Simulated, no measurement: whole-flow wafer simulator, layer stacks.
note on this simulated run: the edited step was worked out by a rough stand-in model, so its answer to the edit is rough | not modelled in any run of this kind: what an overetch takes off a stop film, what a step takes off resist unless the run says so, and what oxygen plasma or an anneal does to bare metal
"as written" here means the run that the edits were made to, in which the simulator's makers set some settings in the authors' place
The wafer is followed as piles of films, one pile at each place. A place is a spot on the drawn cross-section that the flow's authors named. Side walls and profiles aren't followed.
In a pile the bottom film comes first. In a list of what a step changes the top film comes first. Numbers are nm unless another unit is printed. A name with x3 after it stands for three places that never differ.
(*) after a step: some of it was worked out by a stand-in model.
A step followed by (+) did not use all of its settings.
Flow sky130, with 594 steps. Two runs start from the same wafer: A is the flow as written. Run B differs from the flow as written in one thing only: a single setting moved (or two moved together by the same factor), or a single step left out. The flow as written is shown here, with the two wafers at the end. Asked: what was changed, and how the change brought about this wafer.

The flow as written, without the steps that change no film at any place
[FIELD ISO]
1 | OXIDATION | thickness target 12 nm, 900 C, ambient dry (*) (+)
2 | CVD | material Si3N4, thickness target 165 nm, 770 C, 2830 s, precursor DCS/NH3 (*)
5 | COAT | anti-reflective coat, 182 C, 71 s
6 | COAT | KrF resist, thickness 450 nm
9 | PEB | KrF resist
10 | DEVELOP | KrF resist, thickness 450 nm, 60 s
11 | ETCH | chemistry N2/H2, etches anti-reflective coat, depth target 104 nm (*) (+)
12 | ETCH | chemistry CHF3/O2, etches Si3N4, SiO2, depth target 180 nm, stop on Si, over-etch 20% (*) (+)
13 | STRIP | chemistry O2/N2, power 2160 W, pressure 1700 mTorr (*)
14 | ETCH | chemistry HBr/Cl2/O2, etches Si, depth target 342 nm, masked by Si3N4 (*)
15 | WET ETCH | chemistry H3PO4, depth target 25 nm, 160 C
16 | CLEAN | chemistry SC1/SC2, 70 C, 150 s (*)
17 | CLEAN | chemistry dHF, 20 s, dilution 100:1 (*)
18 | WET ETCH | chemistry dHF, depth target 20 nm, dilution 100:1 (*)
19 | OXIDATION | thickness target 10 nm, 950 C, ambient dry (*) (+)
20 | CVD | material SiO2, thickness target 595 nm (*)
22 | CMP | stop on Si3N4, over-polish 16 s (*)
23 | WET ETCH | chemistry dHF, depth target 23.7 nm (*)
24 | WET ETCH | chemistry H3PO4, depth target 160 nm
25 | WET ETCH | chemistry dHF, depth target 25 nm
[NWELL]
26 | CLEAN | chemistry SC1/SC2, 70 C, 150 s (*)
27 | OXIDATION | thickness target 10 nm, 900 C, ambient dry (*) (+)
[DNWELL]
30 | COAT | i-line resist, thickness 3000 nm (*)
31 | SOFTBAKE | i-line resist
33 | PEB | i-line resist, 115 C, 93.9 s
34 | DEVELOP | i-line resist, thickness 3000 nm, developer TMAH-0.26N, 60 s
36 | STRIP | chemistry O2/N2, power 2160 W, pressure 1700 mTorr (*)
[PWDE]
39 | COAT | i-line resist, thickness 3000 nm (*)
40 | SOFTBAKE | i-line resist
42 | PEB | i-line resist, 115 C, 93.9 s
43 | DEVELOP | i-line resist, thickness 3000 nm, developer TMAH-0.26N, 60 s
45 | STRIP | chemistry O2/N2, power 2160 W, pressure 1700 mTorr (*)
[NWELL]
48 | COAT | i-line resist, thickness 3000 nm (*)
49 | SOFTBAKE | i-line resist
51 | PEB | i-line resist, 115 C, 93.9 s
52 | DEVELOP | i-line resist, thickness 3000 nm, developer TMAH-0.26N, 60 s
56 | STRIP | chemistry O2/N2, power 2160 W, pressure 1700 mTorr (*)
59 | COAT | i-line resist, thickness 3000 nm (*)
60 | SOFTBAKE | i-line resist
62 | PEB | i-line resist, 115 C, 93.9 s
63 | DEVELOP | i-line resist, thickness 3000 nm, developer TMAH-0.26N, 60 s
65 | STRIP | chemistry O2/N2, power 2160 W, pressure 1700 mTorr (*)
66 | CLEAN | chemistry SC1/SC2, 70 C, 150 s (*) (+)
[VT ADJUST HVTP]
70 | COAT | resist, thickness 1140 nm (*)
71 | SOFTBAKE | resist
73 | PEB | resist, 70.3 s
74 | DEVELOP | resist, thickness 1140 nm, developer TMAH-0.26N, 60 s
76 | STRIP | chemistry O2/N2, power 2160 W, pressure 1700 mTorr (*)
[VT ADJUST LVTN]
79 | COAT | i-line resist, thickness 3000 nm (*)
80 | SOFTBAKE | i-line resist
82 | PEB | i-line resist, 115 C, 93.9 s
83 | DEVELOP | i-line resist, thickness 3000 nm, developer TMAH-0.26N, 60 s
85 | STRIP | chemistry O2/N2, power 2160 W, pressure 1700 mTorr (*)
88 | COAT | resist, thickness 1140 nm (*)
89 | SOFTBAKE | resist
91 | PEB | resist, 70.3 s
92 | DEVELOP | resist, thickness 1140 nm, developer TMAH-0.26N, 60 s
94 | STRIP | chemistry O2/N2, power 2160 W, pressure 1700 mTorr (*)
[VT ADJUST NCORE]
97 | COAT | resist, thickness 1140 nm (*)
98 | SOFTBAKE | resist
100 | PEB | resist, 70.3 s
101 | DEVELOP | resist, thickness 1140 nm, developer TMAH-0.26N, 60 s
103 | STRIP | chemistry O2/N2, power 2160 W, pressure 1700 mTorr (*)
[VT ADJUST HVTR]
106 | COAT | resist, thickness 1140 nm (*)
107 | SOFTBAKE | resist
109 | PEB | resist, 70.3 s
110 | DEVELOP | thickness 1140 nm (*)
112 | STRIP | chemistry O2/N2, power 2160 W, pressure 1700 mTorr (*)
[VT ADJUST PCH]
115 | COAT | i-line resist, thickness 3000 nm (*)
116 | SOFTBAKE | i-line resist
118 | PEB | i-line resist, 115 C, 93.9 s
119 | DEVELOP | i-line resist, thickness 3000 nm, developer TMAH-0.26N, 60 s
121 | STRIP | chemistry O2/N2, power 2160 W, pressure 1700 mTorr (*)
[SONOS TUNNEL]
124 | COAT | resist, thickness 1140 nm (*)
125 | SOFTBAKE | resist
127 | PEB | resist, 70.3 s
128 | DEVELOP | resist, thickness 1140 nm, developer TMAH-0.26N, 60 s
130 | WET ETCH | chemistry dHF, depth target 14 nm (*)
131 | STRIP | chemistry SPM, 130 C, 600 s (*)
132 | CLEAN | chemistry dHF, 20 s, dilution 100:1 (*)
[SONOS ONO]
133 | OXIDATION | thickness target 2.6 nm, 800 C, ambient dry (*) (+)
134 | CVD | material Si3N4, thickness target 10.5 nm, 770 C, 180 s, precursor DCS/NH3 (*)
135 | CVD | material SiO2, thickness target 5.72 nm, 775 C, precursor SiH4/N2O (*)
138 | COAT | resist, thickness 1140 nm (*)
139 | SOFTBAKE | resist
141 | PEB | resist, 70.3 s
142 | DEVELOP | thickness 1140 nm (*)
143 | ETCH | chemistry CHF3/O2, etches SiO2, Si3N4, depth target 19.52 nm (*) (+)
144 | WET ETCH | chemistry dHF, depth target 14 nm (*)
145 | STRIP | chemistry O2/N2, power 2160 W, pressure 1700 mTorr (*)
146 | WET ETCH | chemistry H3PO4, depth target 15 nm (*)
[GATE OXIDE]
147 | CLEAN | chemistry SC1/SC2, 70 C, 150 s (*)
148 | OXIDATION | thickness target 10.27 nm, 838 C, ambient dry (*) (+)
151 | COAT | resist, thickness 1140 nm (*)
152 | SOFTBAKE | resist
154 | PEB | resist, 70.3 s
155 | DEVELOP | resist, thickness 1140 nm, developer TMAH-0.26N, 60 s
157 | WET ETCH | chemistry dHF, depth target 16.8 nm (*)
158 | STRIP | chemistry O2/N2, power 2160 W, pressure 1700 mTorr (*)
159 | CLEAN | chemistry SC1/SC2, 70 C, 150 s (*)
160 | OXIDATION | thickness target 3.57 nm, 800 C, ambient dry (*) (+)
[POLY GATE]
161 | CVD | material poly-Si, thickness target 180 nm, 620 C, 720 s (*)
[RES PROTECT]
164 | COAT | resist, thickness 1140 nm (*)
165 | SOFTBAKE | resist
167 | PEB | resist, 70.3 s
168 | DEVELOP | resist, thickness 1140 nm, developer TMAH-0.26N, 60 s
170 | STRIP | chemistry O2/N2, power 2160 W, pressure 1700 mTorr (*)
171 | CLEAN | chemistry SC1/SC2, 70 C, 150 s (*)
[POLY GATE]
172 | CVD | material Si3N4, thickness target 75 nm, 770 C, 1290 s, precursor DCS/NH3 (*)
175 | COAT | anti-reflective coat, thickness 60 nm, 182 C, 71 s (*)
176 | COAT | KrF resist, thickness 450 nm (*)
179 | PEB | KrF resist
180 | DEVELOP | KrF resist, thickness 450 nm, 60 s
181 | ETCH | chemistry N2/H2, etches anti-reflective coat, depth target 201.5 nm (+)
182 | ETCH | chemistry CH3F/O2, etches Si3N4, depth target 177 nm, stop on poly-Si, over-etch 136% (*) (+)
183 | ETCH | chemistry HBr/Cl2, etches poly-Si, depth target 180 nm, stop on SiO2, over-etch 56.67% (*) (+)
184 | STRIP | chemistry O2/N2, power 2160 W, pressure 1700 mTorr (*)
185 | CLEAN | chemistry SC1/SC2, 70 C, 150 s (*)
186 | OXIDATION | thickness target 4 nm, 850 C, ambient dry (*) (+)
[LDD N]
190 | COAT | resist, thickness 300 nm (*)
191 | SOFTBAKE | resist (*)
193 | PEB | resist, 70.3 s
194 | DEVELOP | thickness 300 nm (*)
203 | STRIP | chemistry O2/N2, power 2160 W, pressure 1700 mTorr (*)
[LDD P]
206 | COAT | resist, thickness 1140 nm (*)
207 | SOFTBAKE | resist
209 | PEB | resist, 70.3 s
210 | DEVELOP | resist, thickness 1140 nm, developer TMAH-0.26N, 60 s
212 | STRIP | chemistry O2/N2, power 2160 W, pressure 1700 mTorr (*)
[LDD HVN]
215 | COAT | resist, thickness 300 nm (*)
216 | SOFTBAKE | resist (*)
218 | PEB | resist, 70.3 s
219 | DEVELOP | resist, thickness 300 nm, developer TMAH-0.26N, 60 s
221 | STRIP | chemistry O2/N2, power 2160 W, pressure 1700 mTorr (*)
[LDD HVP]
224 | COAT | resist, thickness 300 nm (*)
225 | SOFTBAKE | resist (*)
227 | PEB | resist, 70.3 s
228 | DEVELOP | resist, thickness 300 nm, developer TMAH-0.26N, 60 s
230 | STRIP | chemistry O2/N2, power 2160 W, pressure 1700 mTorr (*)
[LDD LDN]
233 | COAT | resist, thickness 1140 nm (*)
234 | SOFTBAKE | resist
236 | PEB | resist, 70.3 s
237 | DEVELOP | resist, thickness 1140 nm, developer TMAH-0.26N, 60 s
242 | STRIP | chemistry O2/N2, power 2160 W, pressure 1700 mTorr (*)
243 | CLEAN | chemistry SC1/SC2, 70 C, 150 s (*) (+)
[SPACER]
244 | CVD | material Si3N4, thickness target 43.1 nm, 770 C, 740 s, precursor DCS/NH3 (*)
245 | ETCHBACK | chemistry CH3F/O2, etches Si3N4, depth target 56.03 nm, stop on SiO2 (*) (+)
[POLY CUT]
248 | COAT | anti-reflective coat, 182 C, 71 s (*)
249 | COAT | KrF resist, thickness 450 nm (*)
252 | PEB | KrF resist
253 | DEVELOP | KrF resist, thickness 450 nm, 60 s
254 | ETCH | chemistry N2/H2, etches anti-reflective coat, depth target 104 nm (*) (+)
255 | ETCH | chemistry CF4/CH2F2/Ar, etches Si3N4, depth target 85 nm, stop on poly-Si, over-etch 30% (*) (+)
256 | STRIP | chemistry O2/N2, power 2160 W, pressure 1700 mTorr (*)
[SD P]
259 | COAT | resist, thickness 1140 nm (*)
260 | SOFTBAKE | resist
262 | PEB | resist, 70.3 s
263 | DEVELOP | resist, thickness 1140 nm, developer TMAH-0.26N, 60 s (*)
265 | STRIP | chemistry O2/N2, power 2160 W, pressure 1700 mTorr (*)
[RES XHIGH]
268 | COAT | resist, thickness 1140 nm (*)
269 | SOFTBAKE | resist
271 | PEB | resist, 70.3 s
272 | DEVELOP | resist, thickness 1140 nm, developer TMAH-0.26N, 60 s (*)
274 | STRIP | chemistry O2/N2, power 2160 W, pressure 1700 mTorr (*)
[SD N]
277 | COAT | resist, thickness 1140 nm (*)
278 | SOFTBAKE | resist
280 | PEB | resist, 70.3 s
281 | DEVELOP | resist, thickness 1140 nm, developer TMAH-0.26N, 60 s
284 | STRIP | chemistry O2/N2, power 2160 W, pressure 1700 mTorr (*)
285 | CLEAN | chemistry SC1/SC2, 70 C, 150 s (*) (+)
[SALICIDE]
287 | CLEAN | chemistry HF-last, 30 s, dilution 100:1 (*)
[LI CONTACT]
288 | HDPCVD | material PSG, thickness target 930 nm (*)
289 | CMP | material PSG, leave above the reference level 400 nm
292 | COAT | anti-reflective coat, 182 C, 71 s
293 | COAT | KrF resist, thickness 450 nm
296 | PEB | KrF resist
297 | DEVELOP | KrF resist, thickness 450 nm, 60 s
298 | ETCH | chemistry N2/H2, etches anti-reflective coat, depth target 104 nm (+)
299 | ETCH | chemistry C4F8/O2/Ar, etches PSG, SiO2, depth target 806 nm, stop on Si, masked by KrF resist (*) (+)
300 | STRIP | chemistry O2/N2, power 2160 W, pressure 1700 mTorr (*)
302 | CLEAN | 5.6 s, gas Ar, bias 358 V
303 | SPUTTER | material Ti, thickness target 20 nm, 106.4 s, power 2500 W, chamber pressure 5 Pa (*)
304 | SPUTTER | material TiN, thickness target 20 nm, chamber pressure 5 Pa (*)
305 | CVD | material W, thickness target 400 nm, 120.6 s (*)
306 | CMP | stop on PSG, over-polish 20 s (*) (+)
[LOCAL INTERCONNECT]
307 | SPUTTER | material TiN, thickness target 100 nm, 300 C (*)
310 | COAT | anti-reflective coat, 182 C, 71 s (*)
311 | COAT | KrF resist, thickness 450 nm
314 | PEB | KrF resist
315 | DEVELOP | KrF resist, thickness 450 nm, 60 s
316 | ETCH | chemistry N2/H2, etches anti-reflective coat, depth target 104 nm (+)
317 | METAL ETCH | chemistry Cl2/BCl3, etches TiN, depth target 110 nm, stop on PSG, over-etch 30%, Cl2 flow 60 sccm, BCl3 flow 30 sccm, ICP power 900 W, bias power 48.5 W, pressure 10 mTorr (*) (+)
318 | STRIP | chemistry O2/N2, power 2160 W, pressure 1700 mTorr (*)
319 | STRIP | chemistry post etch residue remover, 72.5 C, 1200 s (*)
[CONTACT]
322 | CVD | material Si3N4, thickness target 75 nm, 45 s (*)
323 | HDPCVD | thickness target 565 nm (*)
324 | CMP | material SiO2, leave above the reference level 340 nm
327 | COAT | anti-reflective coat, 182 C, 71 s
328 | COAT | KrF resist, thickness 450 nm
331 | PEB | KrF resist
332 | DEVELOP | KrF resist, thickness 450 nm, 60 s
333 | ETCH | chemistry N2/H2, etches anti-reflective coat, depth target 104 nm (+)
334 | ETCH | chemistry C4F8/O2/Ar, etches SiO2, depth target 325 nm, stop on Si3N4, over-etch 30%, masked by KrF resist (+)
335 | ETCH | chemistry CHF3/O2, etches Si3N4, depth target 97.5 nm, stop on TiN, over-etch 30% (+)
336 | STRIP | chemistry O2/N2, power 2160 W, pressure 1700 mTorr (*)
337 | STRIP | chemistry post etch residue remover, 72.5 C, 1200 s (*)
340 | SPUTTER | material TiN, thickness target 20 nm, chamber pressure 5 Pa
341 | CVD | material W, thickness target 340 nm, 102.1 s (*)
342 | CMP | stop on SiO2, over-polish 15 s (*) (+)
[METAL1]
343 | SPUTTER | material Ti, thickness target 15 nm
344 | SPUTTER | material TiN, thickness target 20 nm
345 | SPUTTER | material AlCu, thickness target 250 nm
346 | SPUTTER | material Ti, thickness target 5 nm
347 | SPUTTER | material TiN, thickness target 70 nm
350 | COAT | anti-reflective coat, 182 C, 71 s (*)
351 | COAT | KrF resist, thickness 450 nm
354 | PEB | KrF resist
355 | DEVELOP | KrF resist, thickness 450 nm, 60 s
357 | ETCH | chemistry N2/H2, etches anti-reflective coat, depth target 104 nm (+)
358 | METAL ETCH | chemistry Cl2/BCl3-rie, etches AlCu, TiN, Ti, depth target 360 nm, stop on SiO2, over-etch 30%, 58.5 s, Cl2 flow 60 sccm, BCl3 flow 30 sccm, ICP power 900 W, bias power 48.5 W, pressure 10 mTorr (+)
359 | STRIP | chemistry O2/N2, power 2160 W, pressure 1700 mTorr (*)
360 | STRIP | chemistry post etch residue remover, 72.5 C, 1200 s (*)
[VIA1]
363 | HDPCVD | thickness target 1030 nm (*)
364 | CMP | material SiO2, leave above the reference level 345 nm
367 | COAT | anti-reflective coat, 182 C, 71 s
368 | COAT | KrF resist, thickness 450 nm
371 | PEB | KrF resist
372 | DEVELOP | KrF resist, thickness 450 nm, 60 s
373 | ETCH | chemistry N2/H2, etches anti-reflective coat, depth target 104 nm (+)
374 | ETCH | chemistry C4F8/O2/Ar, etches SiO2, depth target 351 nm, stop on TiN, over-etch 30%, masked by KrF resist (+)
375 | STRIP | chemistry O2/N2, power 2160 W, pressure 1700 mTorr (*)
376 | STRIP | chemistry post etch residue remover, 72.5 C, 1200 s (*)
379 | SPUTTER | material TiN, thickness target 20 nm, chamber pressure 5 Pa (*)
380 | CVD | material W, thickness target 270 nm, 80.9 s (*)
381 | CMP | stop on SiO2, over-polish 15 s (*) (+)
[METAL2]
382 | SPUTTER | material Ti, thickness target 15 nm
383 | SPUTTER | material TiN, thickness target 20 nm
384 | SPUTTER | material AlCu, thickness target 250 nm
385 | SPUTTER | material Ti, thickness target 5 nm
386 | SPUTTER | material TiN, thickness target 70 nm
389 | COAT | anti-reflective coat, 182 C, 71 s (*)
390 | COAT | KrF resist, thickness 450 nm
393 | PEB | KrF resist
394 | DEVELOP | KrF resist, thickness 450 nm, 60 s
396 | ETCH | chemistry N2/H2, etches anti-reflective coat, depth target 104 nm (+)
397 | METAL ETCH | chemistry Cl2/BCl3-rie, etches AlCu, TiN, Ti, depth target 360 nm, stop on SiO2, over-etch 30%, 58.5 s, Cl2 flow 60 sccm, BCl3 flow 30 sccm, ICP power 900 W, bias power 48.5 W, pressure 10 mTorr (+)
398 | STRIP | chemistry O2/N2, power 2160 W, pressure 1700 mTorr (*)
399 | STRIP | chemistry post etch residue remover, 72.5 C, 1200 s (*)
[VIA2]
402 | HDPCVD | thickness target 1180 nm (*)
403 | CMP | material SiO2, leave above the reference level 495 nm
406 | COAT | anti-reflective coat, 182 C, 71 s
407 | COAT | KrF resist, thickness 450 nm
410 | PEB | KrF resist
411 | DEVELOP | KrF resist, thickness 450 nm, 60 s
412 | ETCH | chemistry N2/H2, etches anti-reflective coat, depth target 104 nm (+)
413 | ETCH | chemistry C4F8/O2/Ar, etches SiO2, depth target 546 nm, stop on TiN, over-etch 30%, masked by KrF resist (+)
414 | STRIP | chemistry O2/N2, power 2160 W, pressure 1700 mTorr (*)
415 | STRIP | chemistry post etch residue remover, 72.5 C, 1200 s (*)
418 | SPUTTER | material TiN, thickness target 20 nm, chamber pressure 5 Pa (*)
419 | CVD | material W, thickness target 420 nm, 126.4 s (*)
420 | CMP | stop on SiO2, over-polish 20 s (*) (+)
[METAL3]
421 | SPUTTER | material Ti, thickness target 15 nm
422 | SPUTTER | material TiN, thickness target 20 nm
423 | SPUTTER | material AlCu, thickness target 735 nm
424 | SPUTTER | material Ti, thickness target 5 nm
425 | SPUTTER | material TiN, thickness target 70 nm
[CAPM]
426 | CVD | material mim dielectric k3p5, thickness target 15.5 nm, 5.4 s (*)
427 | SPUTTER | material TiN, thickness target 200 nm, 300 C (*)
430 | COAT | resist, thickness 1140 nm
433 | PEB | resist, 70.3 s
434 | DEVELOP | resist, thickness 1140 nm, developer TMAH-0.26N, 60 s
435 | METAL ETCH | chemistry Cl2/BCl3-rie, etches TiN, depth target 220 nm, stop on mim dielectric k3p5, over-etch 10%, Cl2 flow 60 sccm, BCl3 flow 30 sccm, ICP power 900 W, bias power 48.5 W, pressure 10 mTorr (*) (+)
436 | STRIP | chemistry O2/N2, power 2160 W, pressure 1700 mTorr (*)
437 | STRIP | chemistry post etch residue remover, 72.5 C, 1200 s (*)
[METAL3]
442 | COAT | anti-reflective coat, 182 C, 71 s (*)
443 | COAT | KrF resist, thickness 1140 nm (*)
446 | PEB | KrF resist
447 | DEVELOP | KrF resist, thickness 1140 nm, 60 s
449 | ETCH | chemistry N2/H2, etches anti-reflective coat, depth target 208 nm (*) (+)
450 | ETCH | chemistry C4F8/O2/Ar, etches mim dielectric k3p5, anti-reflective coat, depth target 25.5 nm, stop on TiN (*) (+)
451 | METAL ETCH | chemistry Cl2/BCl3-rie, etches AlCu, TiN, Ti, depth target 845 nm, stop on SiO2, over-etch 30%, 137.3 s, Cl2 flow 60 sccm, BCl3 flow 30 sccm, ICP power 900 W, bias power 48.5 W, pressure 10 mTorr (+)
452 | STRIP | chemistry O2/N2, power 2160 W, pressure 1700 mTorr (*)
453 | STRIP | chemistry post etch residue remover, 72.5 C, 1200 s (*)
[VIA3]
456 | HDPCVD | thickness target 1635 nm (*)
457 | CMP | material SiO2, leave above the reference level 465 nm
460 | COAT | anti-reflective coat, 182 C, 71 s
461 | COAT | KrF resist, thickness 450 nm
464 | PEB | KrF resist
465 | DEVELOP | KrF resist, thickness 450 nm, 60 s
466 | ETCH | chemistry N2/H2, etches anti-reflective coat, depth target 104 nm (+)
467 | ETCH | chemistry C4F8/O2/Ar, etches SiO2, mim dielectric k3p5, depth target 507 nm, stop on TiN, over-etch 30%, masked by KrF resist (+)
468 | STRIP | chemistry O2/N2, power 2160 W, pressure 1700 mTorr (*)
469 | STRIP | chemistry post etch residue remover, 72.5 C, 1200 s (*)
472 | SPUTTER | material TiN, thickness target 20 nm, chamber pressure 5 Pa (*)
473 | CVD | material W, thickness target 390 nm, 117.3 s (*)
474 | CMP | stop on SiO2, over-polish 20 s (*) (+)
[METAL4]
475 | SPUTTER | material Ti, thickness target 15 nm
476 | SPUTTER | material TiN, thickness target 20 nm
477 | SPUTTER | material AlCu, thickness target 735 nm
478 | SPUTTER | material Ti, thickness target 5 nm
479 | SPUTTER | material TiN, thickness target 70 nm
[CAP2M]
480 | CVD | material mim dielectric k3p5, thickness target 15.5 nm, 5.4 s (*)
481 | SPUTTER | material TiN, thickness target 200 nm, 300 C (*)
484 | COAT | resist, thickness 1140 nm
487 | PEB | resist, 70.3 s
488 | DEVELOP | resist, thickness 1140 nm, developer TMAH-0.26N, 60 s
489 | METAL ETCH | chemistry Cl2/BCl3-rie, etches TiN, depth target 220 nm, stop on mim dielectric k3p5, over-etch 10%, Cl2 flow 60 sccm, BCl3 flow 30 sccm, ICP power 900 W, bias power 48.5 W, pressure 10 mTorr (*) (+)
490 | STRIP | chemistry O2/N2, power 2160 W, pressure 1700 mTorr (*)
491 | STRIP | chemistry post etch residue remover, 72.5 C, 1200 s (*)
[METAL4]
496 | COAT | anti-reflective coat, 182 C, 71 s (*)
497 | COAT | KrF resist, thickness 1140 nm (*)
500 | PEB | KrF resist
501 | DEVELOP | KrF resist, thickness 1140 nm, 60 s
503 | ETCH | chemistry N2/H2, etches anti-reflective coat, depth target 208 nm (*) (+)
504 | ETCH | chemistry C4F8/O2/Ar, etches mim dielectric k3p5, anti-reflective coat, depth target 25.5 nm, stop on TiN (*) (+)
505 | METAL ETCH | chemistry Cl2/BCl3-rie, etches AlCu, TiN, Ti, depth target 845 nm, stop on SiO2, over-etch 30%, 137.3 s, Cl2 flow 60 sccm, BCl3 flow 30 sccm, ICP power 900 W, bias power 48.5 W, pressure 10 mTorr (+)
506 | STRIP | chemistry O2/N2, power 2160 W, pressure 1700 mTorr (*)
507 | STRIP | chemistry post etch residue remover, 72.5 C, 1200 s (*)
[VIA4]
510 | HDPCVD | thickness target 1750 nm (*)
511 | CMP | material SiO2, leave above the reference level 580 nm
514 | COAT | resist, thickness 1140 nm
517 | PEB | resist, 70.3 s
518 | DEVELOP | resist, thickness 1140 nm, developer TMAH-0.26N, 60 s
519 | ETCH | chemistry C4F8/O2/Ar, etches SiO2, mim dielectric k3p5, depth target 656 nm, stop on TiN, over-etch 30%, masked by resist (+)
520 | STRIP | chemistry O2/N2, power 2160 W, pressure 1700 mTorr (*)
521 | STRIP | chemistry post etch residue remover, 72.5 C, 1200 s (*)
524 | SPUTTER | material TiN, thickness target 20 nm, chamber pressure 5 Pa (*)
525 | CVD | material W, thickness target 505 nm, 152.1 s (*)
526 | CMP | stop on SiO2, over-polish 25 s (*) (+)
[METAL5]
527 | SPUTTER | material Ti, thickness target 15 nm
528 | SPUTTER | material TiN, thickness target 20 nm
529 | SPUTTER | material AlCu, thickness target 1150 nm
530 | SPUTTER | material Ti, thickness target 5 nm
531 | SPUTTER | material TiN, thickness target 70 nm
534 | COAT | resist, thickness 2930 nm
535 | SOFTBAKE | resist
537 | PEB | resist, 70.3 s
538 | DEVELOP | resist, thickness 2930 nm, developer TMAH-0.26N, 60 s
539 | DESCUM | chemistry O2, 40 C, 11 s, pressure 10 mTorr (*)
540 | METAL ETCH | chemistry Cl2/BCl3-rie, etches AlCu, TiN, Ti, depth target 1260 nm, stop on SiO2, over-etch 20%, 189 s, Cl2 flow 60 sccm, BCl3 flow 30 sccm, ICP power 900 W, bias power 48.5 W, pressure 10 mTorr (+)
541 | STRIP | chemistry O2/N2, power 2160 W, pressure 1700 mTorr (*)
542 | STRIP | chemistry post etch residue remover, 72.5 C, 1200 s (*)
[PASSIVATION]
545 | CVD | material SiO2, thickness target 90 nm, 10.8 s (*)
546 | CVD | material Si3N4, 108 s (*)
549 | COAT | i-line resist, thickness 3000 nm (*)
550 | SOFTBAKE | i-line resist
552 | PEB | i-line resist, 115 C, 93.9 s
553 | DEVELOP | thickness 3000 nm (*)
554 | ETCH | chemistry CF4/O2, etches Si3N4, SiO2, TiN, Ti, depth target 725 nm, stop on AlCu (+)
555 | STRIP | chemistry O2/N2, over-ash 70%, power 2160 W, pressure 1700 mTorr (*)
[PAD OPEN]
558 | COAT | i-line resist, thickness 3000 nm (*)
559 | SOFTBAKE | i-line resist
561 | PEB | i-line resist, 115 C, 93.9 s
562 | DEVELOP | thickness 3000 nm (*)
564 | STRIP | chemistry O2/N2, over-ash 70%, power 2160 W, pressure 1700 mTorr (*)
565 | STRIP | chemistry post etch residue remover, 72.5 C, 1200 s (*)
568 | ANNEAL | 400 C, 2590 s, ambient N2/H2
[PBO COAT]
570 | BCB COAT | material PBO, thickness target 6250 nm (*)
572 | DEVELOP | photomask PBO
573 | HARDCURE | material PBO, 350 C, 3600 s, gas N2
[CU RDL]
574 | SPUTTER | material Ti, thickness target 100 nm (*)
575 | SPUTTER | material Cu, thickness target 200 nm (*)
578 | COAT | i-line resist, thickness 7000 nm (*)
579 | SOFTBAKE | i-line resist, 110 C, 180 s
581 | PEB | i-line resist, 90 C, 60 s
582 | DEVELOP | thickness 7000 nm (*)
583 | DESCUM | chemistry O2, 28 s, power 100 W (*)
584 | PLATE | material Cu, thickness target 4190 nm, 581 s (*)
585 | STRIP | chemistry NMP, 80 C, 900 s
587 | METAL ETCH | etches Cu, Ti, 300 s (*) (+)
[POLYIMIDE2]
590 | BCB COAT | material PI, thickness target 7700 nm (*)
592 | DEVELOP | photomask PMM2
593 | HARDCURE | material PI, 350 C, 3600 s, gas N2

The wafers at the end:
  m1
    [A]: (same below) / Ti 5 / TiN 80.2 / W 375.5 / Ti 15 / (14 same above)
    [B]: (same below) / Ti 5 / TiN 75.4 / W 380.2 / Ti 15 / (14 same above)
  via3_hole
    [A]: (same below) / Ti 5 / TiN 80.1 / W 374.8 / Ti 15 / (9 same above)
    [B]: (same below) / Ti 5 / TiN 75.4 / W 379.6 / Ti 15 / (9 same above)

The reason: step 472, SPUTTER: thickness target 11 nm was run, though the flow has thickness target 20 nm.

How this came from the change, step by step:
  472 | SPUTTER | material TiN, thickness target 20 nm, chamber pressure 5 Pa (*)
      field, active, n_well and 187 more: A +20 TiN (new film) | B +11 TiN (new film)
      m1, via3_hole: A +10.6 TiN | B +5.83 TiN
  474 | CMP | stop on SiO2, over-polish 20 s (*) (+)
      field, active, n_well and 187 more: A -390 W (all of it), -20 TiN (all of it), -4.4 SiO2 | B -390 W (all of it), -11 TiN (all of it), -4.4 SiO2
      m1, via3_hole: A -415 W | B -406 W
